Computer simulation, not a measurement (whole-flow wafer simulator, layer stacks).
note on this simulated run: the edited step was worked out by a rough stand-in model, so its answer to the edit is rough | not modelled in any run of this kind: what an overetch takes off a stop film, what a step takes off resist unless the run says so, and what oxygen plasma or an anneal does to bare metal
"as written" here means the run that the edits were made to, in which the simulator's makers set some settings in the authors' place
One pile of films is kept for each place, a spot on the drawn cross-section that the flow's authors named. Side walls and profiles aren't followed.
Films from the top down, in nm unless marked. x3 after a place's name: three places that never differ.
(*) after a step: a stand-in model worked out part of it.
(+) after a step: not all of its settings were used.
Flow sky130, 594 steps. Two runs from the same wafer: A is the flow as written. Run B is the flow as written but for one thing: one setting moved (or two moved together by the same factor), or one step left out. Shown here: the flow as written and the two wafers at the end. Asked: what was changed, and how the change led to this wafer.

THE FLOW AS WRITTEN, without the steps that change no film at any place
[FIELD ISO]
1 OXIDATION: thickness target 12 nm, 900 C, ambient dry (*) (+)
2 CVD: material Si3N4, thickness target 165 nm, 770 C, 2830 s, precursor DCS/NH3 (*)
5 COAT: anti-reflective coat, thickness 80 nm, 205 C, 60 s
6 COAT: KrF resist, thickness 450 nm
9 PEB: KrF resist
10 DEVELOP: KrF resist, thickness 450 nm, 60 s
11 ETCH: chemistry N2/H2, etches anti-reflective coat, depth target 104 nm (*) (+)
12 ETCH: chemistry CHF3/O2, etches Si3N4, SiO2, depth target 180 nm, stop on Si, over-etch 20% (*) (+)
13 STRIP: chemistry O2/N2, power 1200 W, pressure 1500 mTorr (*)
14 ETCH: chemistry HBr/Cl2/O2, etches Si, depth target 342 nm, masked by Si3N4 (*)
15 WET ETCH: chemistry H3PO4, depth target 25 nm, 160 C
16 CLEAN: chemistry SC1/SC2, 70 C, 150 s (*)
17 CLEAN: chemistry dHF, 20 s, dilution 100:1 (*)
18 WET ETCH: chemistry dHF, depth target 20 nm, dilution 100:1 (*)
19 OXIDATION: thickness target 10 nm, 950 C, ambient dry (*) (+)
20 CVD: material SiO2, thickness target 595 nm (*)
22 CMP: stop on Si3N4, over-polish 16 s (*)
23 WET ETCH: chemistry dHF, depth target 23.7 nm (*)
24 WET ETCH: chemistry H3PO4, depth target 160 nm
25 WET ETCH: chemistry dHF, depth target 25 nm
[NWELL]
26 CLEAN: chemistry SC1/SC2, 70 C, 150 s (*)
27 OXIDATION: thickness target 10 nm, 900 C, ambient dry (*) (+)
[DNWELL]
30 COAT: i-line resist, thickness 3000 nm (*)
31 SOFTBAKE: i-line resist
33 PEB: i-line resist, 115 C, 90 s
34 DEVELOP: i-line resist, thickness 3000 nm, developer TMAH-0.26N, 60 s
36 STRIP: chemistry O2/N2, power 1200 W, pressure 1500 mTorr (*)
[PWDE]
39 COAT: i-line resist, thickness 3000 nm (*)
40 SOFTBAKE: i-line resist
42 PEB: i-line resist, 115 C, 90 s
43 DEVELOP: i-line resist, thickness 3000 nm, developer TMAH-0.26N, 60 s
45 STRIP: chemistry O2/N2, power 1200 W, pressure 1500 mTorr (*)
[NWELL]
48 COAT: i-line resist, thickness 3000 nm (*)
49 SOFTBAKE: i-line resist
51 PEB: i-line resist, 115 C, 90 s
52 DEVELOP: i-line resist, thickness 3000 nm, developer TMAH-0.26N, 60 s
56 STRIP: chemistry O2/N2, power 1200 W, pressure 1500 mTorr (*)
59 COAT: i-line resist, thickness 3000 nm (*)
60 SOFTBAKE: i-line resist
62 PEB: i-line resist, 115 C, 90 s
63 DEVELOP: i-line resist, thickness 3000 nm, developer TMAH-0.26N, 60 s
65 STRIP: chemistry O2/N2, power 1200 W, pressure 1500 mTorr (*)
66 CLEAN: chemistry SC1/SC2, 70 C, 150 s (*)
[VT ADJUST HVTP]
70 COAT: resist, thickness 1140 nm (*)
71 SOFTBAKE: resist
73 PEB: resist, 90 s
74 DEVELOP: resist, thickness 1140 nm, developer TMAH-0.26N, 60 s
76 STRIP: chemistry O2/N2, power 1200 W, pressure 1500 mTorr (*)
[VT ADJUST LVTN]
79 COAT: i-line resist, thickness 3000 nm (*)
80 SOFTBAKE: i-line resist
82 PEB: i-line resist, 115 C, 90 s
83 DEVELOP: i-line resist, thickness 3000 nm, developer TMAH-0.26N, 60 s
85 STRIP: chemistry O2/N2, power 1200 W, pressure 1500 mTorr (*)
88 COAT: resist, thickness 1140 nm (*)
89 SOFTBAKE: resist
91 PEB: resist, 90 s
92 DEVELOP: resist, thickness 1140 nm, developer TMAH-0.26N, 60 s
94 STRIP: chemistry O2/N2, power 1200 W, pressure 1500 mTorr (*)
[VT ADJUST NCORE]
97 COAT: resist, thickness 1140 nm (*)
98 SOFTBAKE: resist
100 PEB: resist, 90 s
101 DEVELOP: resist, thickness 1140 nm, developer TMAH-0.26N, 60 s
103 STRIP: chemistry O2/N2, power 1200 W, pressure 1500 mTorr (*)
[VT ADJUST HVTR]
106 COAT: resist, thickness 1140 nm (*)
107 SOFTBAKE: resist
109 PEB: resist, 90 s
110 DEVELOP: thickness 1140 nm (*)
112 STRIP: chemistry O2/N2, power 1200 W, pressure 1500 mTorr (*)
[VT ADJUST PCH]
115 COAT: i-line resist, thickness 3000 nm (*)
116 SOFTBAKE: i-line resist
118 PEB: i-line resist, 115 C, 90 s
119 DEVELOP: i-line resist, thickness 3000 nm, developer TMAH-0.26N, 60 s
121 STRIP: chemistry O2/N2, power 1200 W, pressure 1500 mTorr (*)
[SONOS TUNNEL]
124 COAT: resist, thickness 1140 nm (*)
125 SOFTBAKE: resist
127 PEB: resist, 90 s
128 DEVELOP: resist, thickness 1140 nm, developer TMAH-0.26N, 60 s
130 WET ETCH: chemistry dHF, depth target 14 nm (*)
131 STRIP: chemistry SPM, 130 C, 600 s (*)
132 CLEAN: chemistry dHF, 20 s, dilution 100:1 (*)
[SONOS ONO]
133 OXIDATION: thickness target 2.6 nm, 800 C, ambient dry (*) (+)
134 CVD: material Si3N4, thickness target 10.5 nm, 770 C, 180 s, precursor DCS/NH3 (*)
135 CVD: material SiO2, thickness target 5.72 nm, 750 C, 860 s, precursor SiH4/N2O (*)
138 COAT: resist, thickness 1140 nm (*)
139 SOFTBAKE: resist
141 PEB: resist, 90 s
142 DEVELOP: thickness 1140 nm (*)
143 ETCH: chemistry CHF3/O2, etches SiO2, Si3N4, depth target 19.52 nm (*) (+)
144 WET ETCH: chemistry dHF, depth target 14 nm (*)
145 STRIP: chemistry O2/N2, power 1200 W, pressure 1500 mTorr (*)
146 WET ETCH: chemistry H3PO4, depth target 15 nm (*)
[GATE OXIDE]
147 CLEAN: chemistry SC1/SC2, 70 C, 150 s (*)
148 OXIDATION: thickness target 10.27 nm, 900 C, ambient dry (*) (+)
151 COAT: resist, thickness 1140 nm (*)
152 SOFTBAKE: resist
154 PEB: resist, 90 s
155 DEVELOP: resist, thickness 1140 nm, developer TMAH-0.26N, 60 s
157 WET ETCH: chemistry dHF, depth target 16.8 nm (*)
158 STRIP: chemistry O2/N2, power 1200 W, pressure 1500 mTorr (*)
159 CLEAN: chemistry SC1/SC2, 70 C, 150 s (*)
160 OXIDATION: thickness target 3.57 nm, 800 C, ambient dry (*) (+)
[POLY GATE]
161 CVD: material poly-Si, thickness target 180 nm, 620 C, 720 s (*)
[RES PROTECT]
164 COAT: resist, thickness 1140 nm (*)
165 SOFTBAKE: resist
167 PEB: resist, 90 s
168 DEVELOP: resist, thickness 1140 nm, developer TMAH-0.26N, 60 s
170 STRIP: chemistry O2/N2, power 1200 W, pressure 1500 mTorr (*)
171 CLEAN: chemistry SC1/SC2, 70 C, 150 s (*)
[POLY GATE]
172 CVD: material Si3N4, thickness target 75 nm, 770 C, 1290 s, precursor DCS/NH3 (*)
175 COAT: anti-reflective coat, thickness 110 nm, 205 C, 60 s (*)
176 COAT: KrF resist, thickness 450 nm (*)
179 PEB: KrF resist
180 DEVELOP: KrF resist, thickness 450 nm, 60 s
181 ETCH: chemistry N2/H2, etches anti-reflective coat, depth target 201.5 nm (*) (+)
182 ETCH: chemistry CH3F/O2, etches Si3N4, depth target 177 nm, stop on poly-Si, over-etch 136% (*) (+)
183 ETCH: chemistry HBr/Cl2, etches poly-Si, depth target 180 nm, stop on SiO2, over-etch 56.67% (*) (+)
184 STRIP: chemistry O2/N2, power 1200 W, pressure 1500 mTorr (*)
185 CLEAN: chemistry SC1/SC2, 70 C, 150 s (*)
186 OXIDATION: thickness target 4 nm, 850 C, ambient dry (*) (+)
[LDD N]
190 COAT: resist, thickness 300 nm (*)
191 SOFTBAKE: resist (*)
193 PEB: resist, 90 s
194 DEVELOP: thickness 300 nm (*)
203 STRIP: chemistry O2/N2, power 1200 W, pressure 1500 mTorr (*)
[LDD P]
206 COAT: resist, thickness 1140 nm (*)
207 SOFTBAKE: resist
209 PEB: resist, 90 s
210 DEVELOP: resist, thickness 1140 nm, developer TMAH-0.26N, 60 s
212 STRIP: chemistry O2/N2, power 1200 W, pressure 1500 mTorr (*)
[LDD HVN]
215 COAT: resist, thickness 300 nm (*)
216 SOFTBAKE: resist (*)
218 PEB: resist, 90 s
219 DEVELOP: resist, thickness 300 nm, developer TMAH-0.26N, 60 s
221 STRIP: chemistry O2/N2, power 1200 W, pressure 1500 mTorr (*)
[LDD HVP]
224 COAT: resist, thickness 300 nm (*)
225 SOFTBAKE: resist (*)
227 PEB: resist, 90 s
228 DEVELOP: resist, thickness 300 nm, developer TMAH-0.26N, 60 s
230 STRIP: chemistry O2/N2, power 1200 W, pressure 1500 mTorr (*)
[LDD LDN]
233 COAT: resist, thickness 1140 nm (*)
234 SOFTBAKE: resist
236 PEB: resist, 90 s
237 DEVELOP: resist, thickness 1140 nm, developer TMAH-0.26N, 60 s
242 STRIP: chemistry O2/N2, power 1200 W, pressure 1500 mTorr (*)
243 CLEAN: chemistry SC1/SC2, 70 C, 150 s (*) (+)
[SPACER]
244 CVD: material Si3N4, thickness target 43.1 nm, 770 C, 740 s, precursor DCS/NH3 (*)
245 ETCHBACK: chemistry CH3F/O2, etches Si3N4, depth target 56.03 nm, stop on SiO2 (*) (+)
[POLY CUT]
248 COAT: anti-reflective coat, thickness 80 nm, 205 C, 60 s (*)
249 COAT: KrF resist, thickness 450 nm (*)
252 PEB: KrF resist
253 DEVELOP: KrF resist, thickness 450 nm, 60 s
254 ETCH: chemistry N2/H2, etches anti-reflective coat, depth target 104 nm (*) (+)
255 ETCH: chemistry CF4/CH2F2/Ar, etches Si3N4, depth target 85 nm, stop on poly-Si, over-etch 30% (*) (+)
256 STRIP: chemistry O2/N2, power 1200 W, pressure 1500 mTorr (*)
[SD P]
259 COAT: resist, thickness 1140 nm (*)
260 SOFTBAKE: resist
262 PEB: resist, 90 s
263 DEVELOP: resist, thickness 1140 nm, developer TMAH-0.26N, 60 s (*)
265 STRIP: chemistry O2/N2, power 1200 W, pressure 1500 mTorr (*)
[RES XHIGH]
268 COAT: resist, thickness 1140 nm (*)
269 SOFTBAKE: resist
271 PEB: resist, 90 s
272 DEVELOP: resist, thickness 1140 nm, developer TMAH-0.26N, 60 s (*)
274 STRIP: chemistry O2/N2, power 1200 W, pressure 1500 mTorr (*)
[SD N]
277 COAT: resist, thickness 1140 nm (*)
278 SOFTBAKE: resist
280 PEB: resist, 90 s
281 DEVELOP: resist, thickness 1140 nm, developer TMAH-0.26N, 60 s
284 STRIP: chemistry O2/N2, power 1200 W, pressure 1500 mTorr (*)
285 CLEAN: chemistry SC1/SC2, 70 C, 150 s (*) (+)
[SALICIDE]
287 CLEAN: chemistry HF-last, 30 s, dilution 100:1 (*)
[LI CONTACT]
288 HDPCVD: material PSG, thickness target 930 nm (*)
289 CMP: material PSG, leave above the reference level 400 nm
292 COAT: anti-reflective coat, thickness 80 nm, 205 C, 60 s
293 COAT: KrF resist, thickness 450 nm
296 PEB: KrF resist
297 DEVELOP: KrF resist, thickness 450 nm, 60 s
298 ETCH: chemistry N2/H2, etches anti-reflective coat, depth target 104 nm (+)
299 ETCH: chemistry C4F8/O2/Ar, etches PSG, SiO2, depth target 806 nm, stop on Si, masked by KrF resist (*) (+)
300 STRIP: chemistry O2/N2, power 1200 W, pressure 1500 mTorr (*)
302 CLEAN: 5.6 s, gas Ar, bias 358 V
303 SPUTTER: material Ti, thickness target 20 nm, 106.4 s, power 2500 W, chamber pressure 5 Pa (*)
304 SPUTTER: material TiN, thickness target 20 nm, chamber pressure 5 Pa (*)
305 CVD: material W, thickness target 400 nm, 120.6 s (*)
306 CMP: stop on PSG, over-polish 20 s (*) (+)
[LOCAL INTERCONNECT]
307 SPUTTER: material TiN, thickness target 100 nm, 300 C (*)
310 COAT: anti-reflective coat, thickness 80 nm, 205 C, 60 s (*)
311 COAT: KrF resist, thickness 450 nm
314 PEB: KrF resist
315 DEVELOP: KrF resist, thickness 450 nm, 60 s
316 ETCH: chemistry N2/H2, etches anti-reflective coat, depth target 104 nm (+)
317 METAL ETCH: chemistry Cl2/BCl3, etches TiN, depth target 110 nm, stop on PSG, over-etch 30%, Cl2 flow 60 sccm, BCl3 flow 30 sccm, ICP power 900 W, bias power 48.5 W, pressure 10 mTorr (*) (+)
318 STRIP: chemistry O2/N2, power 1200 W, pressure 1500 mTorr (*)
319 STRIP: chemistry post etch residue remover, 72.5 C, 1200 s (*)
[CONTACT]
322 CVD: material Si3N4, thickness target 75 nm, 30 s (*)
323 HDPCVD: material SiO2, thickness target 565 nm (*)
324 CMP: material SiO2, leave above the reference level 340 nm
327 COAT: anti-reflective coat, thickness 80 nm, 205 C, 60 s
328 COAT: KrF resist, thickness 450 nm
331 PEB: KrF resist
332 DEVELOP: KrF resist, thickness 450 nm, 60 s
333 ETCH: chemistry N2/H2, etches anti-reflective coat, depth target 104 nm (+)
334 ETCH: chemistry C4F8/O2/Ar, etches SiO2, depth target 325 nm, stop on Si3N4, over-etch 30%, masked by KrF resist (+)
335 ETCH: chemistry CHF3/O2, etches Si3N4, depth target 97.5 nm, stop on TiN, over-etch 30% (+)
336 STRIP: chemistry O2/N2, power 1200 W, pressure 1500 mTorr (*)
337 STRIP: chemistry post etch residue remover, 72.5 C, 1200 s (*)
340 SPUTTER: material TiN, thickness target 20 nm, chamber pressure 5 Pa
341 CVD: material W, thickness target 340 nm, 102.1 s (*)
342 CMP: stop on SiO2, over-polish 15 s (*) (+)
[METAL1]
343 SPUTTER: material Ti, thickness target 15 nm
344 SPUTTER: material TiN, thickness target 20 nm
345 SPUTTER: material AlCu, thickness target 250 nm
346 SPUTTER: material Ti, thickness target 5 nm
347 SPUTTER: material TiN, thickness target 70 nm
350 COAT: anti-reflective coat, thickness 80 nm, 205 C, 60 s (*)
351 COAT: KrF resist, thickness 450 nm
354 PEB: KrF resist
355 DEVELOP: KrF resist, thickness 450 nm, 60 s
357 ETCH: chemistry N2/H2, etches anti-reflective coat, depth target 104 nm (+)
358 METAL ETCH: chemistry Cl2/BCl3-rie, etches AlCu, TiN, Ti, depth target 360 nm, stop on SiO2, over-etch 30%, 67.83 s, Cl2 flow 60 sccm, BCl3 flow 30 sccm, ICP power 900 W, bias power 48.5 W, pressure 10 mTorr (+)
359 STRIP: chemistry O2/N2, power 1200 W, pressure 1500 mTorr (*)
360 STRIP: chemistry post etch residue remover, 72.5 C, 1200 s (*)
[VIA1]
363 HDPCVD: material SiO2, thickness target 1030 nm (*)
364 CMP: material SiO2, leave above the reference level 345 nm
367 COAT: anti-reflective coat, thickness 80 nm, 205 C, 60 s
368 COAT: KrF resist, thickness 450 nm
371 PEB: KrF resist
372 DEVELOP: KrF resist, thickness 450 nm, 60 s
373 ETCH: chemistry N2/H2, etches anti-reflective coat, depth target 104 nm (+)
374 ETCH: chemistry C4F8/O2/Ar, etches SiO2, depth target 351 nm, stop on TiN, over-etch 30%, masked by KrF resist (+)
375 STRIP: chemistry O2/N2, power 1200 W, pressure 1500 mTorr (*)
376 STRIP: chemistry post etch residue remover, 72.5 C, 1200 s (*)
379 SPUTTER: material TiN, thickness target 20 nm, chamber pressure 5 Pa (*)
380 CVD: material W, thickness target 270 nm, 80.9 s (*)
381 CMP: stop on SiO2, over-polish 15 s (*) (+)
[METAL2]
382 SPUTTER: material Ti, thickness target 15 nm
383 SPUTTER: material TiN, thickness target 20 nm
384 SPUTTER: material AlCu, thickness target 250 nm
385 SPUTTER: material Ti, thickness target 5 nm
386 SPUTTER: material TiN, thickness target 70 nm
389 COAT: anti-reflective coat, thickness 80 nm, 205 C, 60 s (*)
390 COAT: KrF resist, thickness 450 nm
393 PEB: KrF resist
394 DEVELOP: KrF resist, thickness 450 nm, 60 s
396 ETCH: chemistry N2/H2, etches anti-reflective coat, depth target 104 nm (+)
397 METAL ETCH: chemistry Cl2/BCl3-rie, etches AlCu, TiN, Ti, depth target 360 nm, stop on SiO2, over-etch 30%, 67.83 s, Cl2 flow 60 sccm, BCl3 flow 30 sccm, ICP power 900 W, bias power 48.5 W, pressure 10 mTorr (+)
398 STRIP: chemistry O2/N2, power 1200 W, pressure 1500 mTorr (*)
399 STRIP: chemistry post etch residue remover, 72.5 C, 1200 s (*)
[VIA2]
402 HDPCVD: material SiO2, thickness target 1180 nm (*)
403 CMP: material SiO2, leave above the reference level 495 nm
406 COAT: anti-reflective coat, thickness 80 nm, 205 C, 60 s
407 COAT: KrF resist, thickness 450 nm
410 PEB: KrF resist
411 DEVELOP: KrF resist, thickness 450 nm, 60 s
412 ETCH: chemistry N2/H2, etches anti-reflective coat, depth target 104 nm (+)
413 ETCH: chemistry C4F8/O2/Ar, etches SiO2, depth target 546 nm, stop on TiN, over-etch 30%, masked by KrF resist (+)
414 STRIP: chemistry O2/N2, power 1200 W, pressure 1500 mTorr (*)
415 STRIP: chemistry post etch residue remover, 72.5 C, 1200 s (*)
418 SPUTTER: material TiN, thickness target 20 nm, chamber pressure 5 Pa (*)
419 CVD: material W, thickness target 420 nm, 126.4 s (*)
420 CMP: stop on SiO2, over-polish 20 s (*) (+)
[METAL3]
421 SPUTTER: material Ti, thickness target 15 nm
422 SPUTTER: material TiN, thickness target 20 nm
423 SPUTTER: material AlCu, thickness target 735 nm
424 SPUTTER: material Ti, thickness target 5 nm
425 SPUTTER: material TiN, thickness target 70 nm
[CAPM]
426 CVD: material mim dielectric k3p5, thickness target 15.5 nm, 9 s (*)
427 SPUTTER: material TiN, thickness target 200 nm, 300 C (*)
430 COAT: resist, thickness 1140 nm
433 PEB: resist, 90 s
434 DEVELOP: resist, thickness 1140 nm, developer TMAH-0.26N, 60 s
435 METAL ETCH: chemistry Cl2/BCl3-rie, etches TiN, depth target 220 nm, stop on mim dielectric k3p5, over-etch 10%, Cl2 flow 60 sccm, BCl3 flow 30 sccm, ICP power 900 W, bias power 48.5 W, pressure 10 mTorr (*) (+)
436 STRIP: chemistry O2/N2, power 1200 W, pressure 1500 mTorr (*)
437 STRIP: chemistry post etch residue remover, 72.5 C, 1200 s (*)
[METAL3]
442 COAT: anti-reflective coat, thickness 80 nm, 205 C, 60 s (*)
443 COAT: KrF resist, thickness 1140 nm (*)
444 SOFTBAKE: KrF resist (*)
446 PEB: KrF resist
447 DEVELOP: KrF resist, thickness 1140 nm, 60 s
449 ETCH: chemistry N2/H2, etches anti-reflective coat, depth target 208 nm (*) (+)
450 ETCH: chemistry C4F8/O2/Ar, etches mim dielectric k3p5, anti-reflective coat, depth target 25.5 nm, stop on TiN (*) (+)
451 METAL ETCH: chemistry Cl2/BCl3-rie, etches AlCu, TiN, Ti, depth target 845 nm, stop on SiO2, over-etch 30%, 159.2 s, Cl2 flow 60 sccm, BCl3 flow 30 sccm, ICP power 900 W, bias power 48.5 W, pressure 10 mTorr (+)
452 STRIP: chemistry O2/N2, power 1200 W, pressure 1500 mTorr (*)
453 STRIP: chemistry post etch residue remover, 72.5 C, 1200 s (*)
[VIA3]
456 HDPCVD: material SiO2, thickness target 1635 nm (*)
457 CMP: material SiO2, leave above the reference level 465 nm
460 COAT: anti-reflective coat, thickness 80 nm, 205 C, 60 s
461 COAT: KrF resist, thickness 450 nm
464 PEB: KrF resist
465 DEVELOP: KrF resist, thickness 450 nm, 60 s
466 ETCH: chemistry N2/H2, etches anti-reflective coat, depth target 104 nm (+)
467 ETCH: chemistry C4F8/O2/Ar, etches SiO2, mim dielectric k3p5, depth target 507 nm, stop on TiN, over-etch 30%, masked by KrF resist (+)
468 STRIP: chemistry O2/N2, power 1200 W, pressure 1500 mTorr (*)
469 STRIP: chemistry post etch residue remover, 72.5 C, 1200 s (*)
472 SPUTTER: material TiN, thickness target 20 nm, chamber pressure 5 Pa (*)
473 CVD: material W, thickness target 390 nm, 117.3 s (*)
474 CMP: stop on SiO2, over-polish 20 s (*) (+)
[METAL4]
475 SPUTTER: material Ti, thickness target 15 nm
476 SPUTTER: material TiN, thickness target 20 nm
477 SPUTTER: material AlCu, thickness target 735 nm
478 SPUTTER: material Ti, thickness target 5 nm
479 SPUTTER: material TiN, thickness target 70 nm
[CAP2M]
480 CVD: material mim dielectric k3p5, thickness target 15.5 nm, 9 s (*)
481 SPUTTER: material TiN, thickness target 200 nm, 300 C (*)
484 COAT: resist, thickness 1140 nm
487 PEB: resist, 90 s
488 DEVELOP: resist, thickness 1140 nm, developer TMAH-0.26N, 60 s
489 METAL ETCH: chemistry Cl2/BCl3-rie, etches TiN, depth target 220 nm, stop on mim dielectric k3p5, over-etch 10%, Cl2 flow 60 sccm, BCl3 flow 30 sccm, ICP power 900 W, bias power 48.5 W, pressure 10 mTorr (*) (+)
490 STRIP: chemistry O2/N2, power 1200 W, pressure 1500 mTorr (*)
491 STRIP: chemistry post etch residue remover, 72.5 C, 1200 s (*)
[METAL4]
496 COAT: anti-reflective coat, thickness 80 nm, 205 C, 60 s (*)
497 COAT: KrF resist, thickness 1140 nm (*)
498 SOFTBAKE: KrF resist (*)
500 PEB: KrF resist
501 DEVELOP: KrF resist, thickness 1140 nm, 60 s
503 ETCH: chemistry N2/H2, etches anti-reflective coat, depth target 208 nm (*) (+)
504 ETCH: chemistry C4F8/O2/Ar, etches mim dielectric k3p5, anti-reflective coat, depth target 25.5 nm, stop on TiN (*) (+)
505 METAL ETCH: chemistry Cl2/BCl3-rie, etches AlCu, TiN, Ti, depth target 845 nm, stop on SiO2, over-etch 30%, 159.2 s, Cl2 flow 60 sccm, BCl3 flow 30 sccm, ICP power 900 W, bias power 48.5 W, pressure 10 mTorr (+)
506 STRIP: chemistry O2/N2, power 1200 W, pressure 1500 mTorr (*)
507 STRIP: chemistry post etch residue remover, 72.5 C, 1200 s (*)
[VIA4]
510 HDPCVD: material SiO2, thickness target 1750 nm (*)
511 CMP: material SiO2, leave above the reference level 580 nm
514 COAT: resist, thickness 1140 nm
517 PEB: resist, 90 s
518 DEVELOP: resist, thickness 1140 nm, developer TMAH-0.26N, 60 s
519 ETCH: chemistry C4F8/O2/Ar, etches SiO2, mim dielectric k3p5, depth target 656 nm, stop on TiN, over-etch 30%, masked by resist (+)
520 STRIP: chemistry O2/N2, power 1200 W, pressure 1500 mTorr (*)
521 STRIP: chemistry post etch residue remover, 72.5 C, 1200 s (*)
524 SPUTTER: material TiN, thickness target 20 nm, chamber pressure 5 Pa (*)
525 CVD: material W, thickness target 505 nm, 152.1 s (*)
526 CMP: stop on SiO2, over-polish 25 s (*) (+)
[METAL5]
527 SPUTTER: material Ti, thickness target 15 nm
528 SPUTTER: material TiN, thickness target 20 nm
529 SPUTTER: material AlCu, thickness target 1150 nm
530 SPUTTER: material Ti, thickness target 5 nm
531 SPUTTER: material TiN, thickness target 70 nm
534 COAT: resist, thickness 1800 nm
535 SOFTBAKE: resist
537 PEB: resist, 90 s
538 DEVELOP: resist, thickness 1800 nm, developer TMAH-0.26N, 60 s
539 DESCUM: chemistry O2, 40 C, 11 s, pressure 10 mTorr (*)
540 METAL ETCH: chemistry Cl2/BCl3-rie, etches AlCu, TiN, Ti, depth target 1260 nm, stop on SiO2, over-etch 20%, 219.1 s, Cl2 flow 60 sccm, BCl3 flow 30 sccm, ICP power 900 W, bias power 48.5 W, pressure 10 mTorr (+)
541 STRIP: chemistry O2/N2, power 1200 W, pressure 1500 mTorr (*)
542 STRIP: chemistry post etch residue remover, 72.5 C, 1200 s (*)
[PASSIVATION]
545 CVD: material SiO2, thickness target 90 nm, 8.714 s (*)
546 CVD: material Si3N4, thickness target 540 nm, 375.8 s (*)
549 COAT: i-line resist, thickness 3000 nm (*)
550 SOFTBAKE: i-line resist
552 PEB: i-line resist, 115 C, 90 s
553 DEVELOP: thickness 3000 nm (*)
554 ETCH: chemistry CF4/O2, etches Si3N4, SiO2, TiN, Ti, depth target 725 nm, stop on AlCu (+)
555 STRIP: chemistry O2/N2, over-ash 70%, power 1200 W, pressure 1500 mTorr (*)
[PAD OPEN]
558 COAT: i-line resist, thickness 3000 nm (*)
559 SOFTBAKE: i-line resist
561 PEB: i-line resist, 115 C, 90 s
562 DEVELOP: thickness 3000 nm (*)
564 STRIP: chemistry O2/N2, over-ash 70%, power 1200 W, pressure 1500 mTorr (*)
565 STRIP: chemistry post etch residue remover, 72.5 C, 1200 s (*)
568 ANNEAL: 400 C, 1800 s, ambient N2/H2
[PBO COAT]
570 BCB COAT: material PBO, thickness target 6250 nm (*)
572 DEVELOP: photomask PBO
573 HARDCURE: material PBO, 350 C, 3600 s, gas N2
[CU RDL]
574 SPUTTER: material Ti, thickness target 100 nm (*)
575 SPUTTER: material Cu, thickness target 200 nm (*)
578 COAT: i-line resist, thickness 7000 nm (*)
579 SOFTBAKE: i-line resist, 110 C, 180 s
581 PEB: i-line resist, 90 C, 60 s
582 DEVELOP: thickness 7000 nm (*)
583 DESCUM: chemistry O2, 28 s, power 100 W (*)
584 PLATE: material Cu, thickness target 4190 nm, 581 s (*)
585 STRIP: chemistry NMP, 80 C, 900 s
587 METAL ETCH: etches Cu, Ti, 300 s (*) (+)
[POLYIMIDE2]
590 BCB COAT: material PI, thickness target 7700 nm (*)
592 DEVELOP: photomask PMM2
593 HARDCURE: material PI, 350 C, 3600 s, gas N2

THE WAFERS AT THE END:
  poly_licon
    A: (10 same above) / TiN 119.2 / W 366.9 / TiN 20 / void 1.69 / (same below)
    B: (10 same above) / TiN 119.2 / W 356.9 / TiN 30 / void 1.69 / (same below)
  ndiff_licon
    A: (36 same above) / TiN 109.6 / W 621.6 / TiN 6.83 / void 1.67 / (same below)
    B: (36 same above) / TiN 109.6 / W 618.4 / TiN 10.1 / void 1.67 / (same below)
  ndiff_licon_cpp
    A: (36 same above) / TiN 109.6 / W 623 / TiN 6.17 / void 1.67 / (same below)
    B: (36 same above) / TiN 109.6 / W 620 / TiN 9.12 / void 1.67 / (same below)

The cause: step 304, SPUTTER: thickness target 30 nm was run, where the flow has thickness target 20 nm.
It can be read off the wafer: poly_licon has TiN 30, and step 304 as written asks for 20 nm.

How the change led to this, step by step:
  304 SPUTTER: material TiN, thickness target 20 nm, chamber pressure 5 Pa (*)
      field, active, n_well and 185 more: A TiN +20 (new film) | B TiN +30 (new film)
      ndiff_licon: A TiN +6.83 (new film) | B TiN +10.1 (new film)
      (and at 2 more places)
  306 CMP: stop on PSG, over-polish 20 s (*) (+)
      field, active, n_well and 184 more: A W -400 (all of it), TiN -20 (all of it), Ti -20 (all of it), PSG -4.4 | B W -400 (all of it), TiN -30 (all of it), Ti -20 (all of it), PSG -4.4
      ndiff_licon, ndiff_licon_cpp, rpo_hd_licon: A W -444.9 | B W -454.9
      (and at 1 more place)
